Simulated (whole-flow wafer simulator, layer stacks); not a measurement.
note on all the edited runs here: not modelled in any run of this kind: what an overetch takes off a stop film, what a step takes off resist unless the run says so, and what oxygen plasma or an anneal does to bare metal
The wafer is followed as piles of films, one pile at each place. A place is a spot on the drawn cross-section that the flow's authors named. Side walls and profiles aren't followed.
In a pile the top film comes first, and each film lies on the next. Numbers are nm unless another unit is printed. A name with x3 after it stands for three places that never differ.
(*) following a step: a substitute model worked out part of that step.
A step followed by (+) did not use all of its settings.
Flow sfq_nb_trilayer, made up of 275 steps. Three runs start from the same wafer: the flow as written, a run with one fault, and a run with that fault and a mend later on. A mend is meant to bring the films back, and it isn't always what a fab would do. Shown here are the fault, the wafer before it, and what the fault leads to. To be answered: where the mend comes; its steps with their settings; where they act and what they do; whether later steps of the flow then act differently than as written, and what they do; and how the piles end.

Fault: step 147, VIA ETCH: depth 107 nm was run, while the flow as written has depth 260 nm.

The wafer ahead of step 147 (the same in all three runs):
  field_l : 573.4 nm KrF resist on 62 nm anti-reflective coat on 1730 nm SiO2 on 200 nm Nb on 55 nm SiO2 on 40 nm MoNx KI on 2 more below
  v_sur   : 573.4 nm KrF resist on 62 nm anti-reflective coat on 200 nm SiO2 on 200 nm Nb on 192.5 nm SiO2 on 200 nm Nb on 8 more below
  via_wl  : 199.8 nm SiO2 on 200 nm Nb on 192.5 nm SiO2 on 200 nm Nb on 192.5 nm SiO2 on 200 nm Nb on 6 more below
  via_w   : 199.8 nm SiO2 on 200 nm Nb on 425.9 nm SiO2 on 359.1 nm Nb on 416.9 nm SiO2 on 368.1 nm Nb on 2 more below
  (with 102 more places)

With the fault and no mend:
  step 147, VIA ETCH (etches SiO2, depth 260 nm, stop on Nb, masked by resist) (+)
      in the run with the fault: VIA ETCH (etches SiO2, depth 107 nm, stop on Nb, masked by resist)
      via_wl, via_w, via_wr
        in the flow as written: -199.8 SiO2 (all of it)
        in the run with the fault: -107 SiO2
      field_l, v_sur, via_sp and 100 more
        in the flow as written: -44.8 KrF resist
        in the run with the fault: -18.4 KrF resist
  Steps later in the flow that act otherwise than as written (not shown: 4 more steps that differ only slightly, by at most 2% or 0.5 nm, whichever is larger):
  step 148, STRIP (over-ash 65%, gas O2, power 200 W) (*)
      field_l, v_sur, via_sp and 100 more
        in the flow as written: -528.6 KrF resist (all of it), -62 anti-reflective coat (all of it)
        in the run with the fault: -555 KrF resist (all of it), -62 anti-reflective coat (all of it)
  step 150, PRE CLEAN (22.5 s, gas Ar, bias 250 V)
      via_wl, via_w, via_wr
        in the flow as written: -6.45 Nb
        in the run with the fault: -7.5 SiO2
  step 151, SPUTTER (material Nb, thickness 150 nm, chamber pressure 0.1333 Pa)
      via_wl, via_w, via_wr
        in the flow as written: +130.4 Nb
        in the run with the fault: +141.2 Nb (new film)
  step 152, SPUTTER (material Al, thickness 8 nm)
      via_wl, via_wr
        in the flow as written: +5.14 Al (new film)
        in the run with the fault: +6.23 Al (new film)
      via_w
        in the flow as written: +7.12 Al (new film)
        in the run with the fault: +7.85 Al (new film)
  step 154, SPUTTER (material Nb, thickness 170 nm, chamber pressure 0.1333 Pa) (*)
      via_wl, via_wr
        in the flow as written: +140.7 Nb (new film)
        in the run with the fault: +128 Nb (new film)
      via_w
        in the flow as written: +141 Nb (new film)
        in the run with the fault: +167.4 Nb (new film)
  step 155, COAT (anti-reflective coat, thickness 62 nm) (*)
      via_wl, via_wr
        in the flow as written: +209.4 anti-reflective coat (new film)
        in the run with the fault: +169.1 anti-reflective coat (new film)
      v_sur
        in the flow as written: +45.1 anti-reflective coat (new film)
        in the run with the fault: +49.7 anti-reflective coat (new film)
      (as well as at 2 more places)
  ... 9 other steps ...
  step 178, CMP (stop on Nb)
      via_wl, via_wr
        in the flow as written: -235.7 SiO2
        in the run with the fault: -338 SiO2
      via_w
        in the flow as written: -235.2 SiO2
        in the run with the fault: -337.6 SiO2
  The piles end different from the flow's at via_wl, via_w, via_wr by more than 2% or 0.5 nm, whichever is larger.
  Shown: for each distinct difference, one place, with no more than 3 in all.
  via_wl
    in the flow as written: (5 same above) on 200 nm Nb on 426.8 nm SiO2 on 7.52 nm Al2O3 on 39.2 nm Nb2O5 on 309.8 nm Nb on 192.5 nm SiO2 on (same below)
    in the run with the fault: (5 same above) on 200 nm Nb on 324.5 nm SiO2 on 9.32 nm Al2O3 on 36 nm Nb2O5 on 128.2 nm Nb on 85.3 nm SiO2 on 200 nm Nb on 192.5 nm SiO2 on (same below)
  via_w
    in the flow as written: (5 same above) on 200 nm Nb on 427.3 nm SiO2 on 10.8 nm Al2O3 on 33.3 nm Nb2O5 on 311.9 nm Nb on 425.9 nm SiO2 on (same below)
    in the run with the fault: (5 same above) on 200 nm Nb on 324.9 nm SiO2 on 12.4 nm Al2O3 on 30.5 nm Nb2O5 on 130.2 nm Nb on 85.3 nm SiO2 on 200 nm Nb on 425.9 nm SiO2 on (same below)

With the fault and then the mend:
  After step 147 comes the mend.
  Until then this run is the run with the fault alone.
  step 147a, VIA ETCH (etches SiO2, depth 153 nm, stop on Nb, masked by resist) (+) (a further turn of the flow's step 147, with different settings)
      field_l, v_sur, via_sp and 100 more
        -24 KrF resist
      via_wl, via_w, via_wr
        -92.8 SiO2 (all of it)
  Later steps of the flow that are run all act as written at every place that is followed, up to a difference of at most 2% or 0.5 nm, whichever is larger.
  By the end, the piles equal the flow's at every place that both follow.
